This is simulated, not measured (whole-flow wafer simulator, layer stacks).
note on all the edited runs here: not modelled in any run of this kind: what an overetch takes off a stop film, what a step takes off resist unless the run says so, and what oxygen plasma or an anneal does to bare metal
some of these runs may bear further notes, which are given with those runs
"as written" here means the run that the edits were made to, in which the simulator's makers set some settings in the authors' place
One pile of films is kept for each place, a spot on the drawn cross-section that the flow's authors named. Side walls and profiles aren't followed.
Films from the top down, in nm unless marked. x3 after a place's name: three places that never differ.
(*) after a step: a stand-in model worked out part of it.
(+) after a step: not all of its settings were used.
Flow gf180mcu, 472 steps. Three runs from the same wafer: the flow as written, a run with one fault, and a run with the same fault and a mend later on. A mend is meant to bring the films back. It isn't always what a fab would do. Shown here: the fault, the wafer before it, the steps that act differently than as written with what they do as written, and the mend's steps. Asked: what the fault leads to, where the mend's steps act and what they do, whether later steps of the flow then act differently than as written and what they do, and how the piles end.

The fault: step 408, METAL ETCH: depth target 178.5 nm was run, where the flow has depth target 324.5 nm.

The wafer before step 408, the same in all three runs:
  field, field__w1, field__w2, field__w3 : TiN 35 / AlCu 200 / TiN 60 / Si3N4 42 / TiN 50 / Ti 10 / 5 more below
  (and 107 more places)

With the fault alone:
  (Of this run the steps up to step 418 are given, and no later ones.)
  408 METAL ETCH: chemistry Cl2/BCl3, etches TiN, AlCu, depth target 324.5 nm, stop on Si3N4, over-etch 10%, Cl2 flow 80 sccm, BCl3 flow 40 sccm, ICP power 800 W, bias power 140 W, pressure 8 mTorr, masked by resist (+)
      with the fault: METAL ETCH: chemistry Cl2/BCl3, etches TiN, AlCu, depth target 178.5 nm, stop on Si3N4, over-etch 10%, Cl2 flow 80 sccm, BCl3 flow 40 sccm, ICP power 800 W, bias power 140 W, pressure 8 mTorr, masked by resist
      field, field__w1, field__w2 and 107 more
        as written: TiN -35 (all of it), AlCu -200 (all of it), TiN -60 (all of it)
        with the fault: TiN -35 (all of it), AlCu -143.5
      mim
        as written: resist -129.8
        with the fault: resist -71.4
  Later steps of the flow that act differently than as written:
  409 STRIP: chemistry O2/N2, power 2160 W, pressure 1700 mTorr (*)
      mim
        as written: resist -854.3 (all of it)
        with the fault: resist -912.7 (all of it)
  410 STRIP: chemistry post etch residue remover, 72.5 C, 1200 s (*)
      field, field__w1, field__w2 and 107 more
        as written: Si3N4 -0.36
        with the fault: AlCu -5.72
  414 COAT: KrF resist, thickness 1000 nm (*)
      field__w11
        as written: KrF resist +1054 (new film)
        with the fault: KrF resist +1031.3 (new film)
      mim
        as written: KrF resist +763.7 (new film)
        with the fault: KrF resist +850.1 (new film)
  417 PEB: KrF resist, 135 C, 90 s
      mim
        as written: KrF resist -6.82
        with the fault: KrF resist -8.19
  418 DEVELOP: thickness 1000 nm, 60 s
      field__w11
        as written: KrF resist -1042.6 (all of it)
        with the fault: KrF resist -1020.4 (all of it)
  After step 418 the piles differ from the flow's by more than 2% or 0.5 nm, whichever is larger, at field, field__w1, field__w2 and 109 more.
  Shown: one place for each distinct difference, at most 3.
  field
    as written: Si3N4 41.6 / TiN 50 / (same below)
    with the fault: AlCu 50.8 / TiN 60 / Si3N4 42 / TiN 50 / (same below)
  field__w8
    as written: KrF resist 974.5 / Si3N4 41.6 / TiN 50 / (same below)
    with the fault: KrF resist 974.5 / AlCu 50.8 / TiN 60 / Si3N4 42 / TiN 50 / (same below)
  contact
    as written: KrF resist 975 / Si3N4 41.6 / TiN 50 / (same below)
    with the fault: KrF resist 974.8 / AlCu 50.8 / TiN 60 / Si3N4 42 / TiN 50 / (same below)

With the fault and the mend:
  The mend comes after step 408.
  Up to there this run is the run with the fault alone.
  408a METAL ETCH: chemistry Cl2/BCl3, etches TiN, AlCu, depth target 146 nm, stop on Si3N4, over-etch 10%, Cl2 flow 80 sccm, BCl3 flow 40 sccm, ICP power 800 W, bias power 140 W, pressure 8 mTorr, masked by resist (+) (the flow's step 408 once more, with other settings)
      field, field__w1, field__w2 and 107 more
        AlCu -56.5 (all of it), TiN -60 (all of it)
      mim
        resist -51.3
  No later step of the flow acts differently than as written, at any place that is followed, by more than 2% or 0.5 nm, whichever is larger.
  At the end the piles are the same as the flow's at every place that both follow.
